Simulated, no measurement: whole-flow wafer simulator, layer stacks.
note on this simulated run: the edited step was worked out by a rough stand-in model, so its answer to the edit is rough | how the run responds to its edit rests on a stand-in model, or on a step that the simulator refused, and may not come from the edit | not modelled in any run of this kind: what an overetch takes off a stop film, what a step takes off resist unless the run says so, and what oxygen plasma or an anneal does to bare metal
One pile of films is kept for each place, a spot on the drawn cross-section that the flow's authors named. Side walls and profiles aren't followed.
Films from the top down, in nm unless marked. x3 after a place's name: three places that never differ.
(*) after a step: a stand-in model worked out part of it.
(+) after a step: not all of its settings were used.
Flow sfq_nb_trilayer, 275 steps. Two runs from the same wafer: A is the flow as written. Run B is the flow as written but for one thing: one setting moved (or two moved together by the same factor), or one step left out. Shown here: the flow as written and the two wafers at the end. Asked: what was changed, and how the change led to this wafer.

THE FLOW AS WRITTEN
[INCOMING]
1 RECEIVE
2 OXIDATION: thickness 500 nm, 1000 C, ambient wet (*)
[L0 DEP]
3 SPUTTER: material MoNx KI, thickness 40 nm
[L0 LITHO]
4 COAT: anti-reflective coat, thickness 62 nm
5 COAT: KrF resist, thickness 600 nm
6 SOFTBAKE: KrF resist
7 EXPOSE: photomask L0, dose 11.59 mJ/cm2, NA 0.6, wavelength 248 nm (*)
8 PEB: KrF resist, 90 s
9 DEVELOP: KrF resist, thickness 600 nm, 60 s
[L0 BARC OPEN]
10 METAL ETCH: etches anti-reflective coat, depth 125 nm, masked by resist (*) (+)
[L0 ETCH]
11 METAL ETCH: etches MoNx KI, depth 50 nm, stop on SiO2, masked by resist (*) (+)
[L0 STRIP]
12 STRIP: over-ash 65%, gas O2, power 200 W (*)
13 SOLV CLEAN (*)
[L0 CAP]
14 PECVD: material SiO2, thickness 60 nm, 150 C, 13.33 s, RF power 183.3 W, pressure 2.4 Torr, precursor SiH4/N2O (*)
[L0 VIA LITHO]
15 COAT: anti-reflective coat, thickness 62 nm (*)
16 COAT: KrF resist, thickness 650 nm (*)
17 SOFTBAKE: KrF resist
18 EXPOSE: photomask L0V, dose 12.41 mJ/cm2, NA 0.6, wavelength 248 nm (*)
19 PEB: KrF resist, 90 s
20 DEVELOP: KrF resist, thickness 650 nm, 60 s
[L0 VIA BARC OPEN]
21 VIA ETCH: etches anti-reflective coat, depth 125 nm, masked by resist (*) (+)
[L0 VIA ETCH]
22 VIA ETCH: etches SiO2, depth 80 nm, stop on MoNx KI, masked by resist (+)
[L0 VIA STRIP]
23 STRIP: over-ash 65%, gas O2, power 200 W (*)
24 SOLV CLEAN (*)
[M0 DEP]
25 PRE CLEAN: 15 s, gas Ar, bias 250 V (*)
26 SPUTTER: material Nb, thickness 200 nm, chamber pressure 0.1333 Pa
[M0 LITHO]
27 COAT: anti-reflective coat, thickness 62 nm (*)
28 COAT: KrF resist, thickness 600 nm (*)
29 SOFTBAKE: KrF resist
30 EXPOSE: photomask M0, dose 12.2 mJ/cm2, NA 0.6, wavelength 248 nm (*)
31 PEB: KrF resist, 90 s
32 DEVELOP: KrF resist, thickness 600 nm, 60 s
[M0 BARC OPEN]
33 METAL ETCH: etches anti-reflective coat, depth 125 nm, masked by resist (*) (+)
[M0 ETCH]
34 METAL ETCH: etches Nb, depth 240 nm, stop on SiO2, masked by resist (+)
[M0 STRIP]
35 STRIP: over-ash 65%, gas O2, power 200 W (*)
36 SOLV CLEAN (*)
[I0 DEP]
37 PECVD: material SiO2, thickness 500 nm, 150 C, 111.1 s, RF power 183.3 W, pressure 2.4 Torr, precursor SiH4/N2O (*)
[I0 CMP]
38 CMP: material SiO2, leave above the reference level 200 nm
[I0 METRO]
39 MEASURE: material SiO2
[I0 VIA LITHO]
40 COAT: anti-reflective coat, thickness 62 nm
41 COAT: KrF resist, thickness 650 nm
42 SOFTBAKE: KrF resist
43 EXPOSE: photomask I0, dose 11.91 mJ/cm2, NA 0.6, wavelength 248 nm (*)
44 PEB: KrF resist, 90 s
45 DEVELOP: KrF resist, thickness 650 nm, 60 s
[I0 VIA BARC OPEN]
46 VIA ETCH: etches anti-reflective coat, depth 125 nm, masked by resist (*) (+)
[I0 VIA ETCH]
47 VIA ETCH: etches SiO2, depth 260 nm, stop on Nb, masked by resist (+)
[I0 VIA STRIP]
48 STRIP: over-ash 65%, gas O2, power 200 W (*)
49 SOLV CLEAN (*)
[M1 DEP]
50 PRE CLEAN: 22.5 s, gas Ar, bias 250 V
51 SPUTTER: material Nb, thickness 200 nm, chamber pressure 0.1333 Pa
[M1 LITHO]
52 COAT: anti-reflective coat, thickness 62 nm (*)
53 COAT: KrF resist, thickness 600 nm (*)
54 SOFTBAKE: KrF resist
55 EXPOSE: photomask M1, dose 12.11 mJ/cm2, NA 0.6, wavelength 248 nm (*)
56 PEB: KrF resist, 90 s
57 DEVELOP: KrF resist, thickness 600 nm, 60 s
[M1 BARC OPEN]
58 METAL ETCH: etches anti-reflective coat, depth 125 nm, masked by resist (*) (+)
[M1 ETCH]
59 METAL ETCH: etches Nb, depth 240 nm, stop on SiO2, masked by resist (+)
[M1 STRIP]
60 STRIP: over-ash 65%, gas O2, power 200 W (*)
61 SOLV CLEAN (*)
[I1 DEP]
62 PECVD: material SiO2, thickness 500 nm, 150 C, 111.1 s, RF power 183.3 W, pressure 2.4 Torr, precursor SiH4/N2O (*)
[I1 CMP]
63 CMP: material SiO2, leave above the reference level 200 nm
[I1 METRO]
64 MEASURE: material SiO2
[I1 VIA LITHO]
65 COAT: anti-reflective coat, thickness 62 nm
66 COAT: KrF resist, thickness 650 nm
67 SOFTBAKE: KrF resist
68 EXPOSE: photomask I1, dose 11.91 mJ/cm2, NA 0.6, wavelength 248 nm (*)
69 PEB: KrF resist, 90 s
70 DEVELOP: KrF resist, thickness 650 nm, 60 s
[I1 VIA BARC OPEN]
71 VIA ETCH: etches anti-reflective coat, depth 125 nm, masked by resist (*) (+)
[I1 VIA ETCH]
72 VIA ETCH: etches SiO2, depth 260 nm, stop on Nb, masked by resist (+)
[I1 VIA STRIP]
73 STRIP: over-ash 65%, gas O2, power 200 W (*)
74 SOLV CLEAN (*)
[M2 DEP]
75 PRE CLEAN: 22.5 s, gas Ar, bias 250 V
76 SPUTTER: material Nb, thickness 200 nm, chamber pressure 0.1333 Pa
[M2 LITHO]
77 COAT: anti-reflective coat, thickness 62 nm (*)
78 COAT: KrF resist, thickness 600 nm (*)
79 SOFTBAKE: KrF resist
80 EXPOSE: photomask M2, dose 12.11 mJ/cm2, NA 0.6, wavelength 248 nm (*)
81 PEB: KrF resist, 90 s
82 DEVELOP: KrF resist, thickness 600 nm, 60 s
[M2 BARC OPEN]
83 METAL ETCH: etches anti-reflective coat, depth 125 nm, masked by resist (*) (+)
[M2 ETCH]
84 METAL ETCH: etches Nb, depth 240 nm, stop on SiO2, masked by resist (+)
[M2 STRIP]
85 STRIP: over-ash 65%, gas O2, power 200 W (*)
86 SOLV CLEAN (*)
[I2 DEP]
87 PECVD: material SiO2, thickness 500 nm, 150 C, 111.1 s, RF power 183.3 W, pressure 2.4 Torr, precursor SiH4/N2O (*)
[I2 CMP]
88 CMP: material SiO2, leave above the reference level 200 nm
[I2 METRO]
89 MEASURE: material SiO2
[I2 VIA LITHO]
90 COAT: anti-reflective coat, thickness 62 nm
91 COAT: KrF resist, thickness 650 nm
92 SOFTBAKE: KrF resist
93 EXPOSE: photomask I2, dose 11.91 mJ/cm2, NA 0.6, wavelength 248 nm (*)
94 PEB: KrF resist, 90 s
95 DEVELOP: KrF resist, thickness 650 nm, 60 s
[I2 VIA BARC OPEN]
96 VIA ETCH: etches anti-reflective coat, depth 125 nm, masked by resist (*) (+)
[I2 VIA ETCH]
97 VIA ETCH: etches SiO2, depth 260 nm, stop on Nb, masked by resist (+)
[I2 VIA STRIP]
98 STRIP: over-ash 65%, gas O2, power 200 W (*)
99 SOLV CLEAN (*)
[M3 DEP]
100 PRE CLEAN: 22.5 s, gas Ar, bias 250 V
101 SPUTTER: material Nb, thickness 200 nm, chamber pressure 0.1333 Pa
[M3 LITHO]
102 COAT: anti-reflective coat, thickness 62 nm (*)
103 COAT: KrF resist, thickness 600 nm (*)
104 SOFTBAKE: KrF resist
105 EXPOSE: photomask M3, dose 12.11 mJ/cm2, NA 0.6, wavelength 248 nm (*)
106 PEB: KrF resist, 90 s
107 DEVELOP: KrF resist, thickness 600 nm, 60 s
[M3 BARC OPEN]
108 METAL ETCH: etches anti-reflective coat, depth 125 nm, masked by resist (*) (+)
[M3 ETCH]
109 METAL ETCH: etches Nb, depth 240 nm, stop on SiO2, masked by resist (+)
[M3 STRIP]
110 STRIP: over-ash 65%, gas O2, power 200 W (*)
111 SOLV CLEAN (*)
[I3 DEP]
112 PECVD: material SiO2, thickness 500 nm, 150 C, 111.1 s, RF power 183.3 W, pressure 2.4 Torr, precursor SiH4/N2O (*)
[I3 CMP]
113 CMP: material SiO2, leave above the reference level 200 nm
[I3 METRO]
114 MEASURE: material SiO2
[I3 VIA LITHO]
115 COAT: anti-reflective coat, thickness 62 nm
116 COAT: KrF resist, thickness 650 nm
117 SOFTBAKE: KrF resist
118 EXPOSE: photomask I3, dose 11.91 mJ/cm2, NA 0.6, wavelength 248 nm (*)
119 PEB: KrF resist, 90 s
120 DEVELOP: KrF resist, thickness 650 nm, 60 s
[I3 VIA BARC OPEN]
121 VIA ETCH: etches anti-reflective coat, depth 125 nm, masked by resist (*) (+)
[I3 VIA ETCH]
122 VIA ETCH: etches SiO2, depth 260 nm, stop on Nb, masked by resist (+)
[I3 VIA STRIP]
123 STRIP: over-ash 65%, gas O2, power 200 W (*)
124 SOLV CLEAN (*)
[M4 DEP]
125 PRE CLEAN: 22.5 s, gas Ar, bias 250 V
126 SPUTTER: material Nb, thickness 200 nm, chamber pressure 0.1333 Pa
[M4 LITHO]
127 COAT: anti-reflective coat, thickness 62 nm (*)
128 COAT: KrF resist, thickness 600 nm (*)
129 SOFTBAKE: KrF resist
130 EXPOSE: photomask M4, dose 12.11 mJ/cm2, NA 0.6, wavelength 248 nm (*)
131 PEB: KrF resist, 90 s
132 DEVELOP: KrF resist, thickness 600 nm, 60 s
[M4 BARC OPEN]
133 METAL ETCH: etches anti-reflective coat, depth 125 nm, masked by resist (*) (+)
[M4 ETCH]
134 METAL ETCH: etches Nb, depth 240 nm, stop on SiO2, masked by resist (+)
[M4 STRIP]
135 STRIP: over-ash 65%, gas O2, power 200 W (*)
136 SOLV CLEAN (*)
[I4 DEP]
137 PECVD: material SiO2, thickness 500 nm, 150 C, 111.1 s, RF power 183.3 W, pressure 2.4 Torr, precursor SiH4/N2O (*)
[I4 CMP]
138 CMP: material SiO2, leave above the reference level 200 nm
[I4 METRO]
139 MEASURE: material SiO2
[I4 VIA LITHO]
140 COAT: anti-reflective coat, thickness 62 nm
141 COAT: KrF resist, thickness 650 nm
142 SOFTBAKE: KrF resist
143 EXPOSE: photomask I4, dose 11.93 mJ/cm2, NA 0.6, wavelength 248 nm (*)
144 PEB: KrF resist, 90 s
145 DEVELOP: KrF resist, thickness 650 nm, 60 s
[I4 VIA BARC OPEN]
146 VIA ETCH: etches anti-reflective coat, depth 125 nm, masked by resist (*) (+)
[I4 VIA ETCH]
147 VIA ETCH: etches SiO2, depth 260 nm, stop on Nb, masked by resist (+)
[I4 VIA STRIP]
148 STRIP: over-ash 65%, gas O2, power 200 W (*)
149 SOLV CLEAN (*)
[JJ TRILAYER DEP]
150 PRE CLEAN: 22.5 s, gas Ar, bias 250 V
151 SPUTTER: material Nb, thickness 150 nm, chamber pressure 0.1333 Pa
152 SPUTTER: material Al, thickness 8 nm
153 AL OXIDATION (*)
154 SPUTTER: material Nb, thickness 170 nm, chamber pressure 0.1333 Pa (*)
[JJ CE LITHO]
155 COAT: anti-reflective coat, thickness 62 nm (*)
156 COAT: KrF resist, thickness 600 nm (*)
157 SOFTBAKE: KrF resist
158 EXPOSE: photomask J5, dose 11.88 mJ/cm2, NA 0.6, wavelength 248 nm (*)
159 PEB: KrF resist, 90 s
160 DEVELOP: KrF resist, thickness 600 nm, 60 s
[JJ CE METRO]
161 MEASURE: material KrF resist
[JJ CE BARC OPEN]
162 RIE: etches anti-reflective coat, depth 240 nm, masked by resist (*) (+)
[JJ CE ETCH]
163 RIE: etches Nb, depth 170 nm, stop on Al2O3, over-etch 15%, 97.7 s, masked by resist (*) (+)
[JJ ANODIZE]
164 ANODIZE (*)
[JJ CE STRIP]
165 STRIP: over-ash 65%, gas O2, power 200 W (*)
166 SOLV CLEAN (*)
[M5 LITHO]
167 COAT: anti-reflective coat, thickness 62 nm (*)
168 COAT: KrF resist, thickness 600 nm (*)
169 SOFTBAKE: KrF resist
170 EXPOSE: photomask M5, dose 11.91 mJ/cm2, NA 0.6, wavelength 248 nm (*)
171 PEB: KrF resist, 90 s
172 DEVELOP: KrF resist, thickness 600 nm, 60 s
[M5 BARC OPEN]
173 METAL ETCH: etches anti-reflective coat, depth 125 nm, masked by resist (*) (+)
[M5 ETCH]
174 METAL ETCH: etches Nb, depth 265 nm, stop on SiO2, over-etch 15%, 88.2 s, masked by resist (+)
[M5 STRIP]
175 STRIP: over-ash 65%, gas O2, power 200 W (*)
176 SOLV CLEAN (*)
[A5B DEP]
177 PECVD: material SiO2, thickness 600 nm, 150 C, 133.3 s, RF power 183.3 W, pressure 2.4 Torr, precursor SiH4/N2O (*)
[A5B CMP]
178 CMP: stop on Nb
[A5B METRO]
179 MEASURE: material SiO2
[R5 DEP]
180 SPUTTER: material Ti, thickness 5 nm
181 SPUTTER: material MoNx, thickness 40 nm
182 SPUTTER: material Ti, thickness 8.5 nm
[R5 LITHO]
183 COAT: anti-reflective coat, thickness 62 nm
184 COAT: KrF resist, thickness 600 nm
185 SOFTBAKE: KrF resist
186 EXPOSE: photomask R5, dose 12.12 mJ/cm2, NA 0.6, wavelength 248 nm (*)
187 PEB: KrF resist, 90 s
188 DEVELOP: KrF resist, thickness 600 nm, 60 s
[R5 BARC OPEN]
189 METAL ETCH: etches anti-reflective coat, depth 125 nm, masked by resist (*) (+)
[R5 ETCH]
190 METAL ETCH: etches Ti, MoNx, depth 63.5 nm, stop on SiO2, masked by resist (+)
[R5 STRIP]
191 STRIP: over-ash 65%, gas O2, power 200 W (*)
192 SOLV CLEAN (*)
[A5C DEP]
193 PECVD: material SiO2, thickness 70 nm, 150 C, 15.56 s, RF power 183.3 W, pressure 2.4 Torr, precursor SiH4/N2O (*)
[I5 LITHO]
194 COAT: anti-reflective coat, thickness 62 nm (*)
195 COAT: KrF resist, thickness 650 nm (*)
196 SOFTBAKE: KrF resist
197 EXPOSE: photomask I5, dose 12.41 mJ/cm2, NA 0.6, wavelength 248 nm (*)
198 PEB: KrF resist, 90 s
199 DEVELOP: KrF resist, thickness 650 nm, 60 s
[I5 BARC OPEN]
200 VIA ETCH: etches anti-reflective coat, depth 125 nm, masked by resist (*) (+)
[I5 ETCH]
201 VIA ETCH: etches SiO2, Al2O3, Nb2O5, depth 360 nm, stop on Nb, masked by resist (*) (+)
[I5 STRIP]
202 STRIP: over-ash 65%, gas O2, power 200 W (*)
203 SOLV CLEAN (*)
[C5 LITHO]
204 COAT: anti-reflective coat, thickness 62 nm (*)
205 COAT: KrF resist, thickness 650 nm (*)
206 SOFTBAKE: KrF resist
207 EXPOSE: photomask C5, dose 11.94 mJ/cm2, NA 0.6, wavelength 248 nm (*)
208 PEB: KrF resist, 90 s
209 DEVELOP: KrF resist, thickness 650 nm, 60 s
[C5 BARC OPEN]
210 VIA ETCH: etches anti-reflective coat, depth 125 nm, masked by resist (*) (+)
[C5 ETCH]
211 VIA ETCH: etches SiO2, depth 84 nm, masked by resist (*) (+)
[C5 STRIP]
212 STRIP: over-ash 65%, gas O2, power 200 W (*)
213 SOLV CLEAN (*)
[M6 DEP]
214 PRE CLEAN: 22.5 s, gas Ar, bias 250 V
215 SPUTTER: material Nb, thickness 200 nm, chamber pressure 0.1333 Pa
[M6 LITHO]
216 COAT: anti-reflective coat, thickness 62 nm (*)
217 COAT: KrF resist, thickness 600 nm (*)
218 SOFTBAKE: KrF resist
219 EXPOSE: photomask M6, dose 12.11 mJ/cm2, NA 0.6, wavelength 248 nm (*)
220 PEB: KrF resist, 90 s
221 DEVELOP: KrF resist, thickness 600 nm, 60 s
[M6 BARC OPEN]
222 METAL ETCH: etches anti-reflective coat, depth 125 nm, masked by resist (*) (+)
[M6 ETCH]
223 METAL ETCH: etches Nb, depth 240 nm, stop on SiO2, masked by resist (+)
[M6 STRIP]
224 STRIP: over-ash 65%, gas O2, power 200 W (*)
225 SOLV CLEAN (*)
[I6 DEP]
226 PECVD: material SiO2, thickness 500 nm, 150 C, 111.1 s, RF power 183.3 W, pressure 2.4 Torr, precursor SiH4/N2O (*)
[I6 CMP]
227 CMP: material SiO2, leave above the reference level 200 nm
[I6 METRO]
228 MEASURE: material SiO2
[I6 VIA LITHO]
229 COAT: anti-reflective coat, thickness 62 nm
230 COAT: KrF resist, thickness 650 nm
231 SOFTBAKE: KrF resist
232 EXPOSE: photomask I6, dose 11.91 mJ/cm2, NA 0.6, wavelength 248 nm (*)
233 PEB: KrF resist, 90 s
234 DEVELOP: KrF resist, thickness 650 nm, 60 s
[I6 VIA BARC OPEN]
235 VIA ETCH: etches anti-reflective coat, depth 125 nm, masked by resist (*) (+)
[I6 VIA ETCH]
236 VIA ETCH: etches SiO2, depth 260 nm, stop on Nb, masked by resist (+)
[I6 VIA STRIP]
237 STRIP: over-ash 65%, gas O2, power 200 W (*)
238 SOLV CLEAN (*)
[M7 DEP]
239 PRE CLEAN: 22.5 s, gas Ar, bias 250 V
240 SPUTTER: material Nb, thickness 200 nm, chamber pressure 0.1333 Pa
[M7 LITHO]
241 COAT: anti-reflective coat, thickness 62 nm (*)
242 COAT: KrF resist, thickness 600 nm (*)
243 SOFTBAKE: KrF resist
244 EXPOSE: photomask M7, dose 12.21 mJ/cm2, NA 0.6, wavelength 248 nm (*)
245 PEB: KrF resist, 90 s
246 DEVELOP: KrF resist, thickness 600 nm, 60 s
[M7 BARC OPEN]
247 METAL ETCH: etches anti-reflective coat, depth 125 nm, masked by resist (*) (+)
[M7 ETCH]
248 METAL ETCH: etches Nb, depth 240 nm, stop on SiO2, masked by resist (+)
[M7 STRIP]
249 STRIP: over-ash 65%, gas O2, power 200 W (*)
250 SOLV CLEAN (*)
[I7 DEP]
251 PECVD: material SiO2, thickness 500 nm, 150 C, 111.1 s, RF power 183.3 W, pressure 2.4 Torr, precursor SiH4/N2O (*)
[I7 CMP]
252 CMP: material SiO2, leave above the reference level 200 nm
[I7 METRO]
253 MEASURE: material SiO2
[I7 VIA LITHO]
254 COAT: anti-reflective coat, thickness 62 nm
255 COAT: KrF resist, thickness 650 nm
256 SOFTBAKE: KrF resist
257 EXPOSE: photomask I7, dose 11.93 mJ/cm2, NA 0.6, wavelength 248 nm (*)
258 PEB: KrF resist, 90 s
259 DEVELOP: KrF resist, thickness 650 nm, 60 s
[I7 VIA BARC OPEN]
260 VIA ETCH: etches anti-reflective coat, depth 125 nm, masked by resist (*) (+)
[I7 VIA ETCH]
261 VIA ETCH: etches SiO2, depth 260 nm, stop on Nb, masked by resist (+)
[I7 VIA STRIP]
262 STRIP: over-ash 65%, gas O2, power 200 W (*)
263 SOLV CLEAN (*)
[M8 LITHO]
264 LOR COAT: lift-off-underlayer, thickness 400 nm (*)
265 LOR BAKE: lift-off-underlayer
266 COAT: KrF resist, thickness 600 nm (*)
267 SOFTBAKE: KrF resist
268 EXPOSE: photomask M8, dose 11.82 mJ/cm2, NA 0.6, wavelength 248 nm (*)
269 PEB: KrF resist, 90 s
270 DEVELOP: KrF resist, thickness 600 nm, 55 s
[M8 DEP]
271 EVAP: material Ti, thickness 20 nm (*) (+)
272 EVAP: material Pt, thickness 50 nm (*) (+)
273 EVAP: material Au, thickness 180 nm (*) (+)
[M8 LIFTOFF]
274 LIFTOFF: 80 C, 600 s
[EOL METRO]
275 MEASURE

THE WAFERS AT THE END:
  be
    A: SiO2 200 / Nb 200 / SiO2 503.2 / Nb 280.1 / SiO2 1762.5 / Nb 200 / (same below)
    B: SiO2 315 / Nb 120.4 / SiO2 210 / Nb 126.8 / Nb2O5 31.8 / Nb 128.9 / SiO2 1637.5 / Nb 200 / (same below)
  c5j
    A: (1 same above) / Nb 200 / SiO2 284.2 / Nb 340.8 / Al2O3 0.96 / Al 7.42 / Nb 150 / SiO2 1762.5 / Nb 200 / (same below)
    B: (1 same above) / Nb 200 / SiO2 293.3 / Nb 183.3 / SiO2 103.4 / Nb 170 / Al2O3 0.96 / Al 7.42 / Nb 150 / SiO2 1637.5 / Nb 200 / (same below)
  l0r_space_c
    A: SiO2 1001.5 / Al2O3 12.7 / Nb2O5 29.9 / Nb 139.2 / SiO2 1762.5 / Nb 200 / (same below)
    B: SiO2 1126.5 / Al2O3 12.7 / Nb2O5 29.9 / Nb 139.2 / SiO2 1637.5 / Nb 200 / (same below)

The cause: step 137, PECVD: thickness 275 nm was run, where the flow has thickness 500 nm; step 137, PECVD: 61.11 s was run, where the flow has 111.1 s.

How the change led to this, step by step:
  137 PECVD: material SiO2, thickness 500 nm, 150 C, 111.1 s, RF power 183.3 W, pressure 2.4 Torr, precursor SiH4/N2O (*)
      field_l, be, be_sur and 55 more: A SiO2 +500 | B SiO2 +275
      v_sur, via_wl, via_w and 35 more: A SiO2 +500 (new film) | B SiO2 +275 (new film)
      (and at 10 more places)
  138 CMP: material SiO2, leave above the reference level 200 nm
      field_l, be, be_sur and 55 more: A SiO2 -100 | B nothing
      p3_s0, p3_s1, p3_s2, p3_s3, p3_s4, p3_s5: A SiO2 -157.1 | B nothing
      (and at 42 more places)
  140 COAT: anti-reflective coat, thickness 62 nm
      jj_sur, ce_l, ce_r, sp_r, res, r_end, moat, l0r_line_r: A anti-reflective coat +62 (new film) | B anti-reflective coat +64 (new film)
      p3_l1, p3_l2, p3_l3, p3_l4: A anti-reflective coat +62 (new film) | B anti-reflective coat +47.6 (new film)
      (and at 76 more places)
  141 COAT: KrF resist, thickness 650 nm
      m0r_line_l, m6r_line_l, m7r_line_l: A KrF resist +650 (new film) | B KrF resist +674.9 (new film)
      m0r_space_l, m6r_space_l, m7r_space_l: A KrF resist +650 (new film) | B KrF resist +665.1 (new film)
      (and at 73 more places)
  145 DEVELOP: KrF resist, thickness 650 nm, 60 s
      via_wl: A KrF resist -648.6 (all of it) | B KrF resist -599 (all of it)
      via_w: A KrF resist -648.6 (all of it) | B KrF resist -605 (all of it)
      (and at 1 more place)
  146 VIA ETCH: etches anti-reflective coat, depth 125 nm, masked by resist (*) (+)
      field_l, v_sur, via_sp and 100 more: A KrF resist -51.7 | B KrF resist -43.7
      via_wl: A anti-reflective coat -62 (all of it), SiO2 -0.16 | B anti-reflective coat -52.3 (all of it), SiO2 -0.13
      (and at 2 more places)
  148 STRIP: over-ash 65%, gas O2, power 200 W (*)
      m0r_line_l, m6r_line_l, m7r_line_l: A KrF resist -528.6 (all of it), anti-reflective coat -62 (all of it) | B KrF resist -561.5 (all of it), anti-reflective coat -62.9 (all of it)
      m0r_space_l, m6r_space_l, m7r_space_l: A KrF resist -528.6 (all of it), anti-reflective coat -62 (all of it) | B KrF resist -551.7 (all of it), anti-reflective coat -78.4 (all of it)
      (and at 89 more places)
  151 SPUTTER: material Nb, thickness 150 nm, chamber pressure 0.1333 Pa
      lsp_r, l0_sur, l0v: A Nb +150 (new film) | B Nb +145.5 (new film)
      be, lsp_l: A Nb +150 (new film) | B Nb +140.5 (new film)
      (and at 1 more place)
  152 SPUTTER: material Al, thickness 8 nm
      be, lsp_l: A Al +8 (new film) | B Al +7.49 (new film)
      via_v: A Al +8 (new film) | B Al +6.29 (new film)
  154 SPUTTER: material Nb, thickness 170 nm, chamber pressure 0.1333 Pa (*)
      lsp_r, l0_sur, l0v: A Nb +170 (new film) | B Nb +164.9 (new film)
      be, lsp_l: A Nb +170 (new film) | B Nb +158.4 (new film)
      (and at 1 more place)
  155 COAT: anti-reflective coat, thickness 62 nm (*)
      p3_l1, p3_l2, p3_l3, p3_l4: A anti-reflective coat +62 (new film) | B anti-reflective coat +45.9 (new film)
      p3_s0, p3_s1, p3_s2: A anti-reflective coat +62 (new film) | B anti-reflective coat +95.3 (new film)
      (and at 86 more places)
  156 COAT: KrF resist, thickness 600 nm (*)
      m0r_line_l, m6r_line_l, m7r_line_l: A KrF resist +600 (new film) | B KrF resist +622.9 (new film)
      m0r_space_l, m6r_space_l, m7r_space_l: A KrF resist +600 (new film) | B KrF resist +615.5 (new film)
      (and at 76 more places)
  160 DEVELOP: KrF resist, thickness 600 nm, 60 s
      m0r_line_l, m6r_line_l, m7r_line_l: A KrF resist -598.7 (all of it) | B KrF resist -621.6 (all of it)
      m0r_space_l, m6r_space_l, m7r_space_l: A KrF resist -598.7 (all of it) | B KrF resist -614.2 (all of it)
      (and at 75 more places)
  162 RIE: etches anti-reflective coat, depth 240 nm, masked by resist (*) (+)
      ce_l, c5j, ce_r, wl_jj: A KrF resist -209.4 | B KrF resist -204.3
      p3_l1, p3_l2, p3_l3, p3_l4: A anti-reflective coat -62 (all of it) | B anti-reflective coat -45.9 (all of it)
      (and at 85 more places)
  163 RIE: etches Nb, depth 170 nm, stop on Al2O3, over-etch 15%, 97.7 s, masked by resist (*) (+)
      be, lsp_l: A Nb -170 (all of it), Al2O3 -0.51 | B Nb -158.4 (all of it), Al2O3 -0.96 (all of it)
      via_v: A Nb -170 (all of it), Al2O3 -0.51 | B Nb -130.9 (all of it), Al2O3 -0.96 (all of it)
      (and at 3 more places)
  164 ANODIZE (*)
      be, lsp_l: A Al2O3 +12.2, Nb2O5 +29.9 (new film), Al -7.42 (all of it), Nb -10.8 | B Al2O3 +11.4 (new film), Nb2O5 +32.3 (new film), Al -6.91 (all of it), Nb -11.6
      via_v: A Al2O3 +12.2, Nb2O5 +29.9 (new film), Al -7.42 (all of it), Nb -10.8 | B Al2O3 +9.43 (new film), Nb2O5 +35.8 (new film), Al -5.71 (all of it), Nb -12.9
      (and at 3 more places)
  ... 46 more steps ...
  274 LIFTOFF: 80 C, 600 s
      be: A Au -180 (all of it), Pt -50 (all of it), Ti -20 (all of it), KrF resist -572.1 (all of it), lift-off-underlayer -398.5 (all of it) | B Au -180 (all of it), Pt -50 (all of it), Ti -20 (all of it), KrF resist -613 (all of it), lift-off-underlayer -711.9 (all of it)
      be_sur: A Au -180 (all of it), Pt -50 (all of it), Ti -20 (all of it), KrF resist -572.6 (all of it), lift-off-underlayer -398.9 (all of it) | B Au -180 (all of it), Pt -50 (all of it), Ti -20 (all of it), KrF resist -587 (all of it), lift-off-underlayer -366.8 (all of it)
      (and at 1 more place)
Counting metal films that touch as one body, be has 4 bodies (between them, from the top down: SiO2 210; Nb2O5 31.8; SiO2 1637.5); the flow as written gives 3 bodies (between them, from the top down: SiO2 503.2; SiO2 1762.5).
Counting metal films that touch as one body, c5j has 5 bodies (between them, from the top down: SiO2 293.3; SiO2 103.4; Al2O3 0.96; SiO2 1637.5); the flow as written gives 4 bodies (between them, from the top down: SiO2 284.2; Al2O3 0.96; SiO2 1762.5).
